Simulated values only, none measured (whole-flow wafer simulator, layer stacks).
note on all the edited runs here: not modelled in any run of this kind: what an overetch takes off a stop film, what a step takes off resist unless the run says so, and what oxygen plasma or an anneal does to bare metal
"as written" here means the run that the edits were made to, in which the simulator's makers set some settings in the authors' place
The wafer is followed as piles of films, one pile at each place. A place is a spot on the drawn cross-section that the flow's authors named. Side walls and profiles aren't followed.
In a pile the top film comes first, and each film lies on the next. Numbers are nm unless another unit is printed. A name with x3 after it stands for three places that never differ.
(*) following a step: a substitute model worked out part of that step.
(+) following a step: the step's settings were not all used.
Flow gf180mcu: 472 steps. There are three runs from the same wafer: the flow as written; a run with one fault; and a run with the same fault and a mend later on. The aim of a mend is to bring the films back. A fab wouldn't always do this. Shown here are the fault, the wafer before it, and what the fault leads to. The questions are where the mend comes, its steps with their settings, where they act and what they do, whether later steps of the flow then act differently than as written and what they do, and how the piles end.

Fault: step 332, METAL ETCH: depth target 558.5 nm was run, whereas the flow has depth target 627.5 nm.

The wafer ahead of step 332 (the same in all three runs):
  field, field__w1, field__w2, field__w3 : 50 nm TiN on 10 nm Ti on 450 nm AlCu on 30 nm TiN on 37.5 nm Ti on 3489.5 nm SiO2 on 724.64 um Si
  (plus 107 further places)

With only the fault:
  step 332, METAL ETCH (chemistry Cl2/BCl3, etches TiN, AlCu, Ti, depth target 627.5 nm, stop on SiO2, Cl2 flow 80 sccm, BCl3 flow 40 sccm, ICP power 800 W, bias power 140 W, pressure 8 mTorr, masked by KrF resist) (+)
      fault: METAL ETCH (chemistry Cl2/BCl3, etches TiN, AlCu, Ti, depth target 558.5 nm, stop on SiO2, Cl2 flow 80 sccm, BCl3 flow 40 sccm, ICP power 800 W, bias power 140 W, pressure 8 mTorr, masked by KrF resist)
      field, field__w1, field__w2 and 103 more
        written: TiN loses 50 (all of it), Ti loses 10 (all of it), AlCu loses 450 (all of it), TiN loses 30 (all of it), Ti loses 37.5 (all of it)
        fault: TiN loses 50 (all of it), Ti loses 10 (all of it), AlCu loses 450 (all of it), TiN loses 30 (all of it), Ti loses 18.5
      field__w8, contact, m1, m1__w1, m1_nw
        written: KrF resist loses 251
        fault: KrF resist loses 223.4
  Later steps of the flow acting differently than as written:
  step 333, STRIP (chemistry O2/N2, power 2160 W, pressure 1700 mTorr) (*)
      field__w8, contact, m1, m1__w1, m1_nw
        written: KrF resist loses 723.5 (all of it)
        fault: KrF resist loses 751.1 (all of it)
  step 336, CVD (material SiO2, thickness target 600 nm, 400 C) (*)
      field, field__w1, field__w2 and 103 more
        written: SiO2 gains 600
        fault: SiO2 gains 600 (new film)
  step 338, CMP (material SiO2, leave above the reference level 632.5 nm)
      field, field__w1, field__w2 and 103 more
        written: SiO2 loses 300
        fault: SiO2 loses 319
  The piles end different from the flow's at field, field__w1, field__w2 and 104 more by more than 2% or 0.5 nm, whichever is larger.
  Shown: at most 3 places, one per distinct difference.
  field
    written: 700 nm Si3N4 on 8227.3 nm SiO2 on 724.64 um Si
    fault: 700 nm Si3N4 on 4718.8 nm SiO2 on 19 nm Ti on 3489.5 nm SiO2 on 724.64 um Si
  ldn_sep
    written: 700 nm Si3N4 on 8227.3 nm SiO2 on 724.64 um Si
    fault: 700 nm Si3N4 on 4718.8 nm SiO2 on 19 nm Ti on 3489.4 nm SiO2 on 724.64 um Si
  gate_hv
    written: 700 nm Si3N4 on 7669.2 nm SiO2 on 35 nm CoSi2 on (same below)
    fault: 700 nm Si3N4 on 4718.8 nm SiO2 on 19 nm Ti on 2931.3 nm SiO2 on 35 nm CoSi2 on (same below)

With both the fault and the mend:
  The mend stands after step 332.
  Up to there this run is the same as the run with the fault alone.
  step 332a, METAL ETCH (chemistry Cl2/BCl3, etches TiN, AlCu, Ti, depth target 69 nm, stop on SiO2, Cl2 flow 80 sccm, BCl3 flow 40 sccm, ICP power 800 W, bias power 140 W, pressure 8 mTorr, masked by KrF resist) (+) (the flow's step 332 again, with other settings)
      field, field__w1, field__w2 and 103 more
        Ti loses 19 (all of it)
      field__w8, contact, m1, m1__w1, m1_nw
        KrF resist loses 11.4
  Later steps of the flow acting differently than as written:
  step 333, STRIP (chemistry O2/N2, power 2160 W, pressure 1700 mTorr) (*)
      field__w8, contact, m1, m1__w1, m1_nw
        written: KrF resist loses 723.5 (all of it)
        mend: KrF resist loses 739.7 (all of it)
  At every place that both follow, the piles at the end match the flow's.
